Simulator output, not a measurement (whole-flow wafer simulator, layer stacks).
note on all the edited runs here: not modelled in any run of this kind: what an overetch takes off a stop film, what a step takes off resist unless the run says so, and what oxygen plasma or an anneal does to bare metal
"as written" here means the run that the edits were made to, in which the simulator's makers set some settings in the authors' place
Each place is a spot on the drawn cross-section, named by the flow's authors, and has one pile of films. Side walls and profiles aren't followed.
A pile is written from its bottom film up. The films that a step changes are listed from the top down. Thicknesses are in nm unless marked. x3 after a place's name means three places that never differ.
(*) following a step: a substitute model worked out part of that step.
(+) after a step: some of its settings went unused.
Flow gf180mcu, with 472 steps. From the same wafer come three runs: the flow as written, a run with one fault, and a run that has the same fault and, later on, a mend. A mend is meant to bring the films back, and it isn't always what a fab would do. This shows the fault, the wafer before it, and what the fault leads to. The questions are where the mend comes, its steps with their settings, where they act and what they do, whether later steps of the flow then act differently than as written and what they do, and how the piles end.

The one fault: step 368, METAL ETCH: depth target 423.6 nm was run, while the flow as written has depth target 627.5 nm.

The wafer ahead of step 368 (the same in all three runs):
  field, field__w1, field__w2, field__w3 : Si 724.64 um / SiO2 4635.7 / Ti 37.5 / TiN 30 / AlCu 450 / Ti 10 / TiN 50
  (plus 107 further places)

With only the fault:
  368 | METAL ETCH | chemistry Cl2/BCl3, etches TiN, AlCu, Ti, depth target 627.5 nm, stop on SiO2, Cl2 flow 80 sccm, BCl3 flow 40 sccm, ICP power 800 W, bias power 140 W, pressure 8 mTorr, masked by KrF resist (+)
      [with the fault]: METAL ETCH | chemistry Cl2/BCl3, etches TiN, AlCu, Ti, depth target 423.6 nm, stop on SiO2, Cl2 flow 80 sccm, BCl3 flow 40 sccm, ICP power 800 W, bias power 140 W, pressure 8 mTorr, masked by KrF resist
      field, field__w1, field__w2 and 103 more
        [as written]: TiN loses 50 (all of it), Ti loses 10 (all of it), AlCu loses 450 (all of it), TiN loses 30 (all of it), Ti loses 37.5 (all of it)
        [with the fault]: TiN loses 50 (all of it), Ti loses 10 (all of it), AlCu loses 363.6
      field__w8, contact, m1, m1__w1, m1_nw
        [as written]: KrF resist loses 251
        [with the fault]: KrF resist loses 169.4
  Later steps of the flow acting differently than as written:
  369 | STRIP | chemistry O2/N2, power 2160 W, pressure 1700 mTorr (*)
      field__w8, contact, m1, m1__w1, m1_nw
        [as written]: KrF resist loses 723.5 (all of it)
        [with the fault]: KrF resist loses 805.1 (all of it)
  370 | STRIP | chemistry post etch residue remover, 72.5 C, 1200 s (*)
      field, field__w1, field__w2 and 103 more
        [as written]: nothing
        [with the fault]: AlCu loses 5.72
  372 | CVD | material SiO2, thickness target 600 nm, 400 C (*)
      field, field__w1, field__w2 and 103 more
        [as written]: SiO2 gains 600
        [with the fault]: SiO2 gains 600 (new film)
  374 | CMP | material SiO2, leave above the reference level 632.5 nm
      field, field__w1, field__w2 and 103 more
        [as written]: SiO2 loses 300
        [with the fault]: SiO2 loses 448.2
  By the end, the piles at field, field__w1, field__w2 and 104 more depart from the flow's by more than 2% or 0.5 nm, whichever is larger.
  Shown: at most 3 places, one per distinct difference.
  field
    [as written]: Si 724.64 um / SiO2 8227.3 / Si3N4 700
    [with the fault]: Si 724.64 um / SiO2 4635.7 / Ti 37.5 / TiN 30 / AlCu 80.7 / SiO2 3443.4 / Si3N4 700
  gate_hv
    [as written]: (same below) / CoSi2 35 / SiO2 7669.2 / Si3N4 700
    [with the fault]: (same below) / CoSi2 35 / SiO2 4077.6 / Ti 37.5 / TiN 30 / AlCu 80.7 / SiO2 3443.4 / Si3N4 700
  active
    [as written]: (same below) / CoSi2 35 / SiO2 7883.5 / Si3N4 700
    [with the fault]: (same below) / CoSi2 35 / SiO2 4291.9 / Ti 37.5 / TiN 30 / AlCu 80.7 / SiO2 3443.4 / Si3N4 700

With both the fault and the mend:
  The mend follows step 368.
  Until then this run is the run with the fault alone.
  368a | METAL ETCH | chemistry Cl2/BCl3, etches TiN, AlCu, Ti, depth target 203.9 nm, stop on SiO2, Cl2 flow 80 sccm, BCl3 flow 40 sccm, ICP power 800 W, bias power 140 W, pressure 8 mTorr, masked by KrF resist (+) (the flow's step 368 again, with other settings)
      field, field__w1, field__w2 and 103 more
        AlCu loses 86.4 (all of it), TiN loses 30 (all of it), Ti loses 37.5 (all of it)
      field__w8, contact, m1, m1__w1, m1_nw
        KrF resist loses 81.6
  None of the later steps of the flow acts differently than as written at any place that is followed.
  At every place that both follow, the piles at the end match the flow's.
